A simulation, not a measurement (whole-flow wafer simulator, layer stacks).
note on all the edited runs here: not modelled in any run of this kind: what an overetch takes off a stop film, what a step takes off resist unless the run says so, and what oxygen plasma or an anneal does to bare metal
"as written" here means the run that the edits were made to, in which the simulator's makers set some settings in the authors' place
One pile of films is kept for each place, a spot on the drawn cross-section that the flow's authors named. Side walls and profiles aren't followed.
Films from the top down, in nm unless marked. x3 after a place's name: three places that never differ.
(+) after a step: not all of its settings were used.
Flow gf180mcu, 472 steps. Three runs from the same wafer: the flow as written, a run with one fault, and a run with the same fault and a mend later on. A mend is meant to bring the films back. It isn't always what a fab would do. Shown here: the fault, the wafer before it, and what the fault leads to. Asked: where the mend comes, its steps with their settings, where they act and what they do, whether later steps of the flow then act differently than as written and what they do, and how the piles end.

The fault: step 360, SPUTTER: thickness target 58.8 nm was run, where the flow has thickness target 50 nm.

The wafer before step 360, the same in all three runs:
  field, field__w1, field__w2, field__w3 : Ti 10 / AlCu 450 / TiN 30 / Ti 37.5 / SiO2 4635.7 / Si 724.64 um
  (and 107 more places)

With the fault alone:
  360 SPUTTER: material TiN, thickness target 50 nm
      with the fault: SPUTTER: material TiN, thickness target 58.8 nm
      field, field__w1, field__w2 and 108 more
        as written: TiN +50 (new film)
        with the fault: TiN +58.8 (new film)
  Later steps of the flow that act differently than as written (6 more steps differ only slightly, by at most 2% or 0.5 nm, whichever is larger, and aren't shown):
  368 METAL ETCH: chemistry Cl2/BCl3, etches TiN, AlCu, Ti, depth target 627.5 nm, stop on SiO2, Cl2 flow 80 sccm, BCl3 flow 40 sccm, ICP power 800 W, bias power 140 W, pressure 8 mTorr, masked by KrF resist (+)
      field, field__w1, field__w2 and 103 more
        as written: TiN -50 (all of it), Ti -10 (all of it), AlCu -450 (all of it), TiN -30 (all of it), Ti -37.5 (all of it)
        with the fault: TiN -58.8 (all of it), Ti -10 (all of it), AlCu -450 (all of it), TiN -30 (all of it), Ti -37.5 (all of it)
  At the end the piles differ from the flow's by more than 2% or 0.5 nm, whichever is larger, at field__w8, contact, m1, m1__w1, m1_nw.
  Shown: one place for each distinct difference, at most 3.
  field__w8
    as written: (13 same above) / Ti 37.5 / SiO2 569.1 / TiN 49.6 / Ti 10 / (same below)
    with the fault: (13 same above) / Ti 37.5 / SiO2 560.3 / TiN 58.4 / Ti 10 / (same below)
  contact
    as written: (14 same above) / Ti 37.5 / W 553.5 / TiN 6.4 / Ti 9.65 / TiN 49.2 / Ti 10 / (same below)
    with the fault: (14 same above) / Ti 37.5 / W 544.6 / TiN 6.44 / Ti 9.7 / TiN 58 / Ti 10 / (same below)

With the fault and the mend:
  The mend comes after step 360.
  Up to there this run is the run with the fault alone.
  360a METAL ETCH: chemistry Cl2/BCl3, etches TiN, AlCu, Ti, depth target 8.8 nm, Cl2 flow 80 sccm, BCl3 flow 40 sccm, ICP power 800 W, bias power 140 W, pressure 8 mTorr (the flow's step 260 once more, with other settings)
      field, field__w1, field__w2 and 108 more
        TiN -8.8
  No later step of the flow acts differently than as written at any place that is followed.
  At the end the piles are the same as the flow's at every place that both follow.
